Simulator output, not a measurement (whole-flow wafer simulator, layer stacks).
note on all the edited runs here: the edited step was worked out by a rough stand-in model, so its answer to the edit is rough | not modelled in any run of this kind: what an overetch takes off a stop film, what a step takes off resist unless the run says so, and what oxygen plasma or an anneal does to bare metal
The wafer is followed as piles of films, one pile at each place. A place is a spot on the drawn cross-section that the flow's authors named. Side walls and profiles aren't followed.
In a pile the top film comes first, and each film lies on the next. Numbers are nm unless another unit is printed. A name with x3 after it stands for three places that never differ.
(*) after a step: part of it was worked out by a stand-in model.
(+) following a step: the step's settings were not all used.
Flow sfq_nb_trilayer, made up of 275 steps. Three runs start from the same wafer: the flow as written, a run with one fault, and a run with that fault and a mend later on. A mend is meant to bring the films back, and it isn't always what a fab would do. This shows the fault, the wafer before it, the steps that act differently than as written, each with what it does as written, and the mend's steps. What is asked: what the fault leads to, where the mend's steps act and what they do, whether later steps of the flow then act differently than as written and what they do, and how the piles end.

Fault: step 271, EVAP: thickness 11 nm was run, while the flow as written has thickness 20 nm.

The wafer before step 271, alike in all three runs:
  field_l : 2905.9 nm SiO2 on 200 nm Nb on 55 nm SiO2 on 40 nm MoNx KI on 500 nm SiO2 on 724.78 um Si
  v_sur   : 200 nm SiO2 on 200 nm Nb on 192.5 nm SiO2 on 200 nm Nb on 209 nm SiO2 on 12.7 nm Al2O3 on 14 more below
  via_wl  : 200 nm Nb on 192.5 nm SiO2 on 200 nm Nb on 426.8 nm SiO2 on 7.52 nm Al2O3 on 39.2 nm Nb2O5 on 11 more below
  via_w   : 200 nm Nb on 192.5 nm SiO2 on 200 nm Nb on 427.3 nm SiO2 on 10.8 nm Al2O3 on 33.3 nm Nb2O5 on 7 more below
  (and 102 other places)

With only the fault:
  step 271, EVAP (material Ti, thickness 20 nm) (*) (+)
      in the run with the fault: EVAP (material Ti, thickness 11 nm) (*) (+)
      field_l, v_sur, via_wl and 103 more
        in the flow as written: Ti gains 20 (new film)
        in the run with the fault: Ti gains 11 (new film)
  Steps later in the flow that act otherwise than as written:
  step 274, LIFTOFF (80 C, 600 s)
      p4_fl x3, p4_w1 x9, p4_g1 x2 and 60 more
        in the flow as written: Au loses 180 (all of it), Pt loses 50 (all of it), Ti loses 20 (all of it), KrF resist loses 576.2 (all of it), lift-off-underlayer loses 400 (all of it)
        in the run with the fault: Au loses 180 (all of it), Pt loses 50 (all of it), Ti loses 11 (all of it), KrF resist loses 576.2 (all of it), lift-off-underlayer loses 400 (all of it)
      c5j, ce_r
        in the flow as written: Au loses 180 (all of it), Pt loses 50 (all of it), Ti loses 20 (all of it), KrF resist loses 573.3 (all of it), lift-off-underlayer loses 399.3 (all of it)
        in the run with the fault: Au loses 180 (all of it), Pt loses 50 (all of it), Ti loses 11 (all of it), KrF resist loses 573.3 (all of it), lift-off-underlayer loses 399.3 (all of it)
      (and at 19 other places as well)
  The piles end different from the flow's at field_l, v_sur, via_wl and 8 more by more than 2% or 0.5 nm, whichever is larger.
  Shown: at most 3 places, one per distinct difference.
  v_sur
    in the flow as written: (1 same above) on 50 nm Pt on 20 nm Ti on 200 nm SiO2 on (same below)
    in the run with the fault: (1 same above) on 50 nm Pt on 11 nm Ti on 200 nm SiO2 on (same below)
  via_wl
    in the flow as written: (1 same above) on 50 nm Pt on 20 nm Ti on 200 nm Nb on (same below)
    in the run with the fault: (1 same above) on 50 nm Pt on 11 nm Ti on 200 nm Nb on (same below)
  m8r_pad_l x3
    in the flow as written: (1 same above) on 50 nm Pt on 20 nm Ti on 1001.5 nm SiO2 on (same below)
    in the run with the fault: (1 same above) on 50 nm Pt on 11 nm Ti on 1001.5 nm SiO2 on (same below)

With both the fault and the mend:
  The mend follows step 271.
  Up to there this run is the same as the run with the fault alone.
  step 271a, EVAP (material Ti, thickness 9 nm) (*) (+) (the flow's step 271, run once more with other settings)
      field_l, v_sur, via_wl and 103 more
        Ti gains 9
  Every later step of the flow that is run acts as written at every place that is followed.
  At every place that both follow, the piles at the end match the flow's.
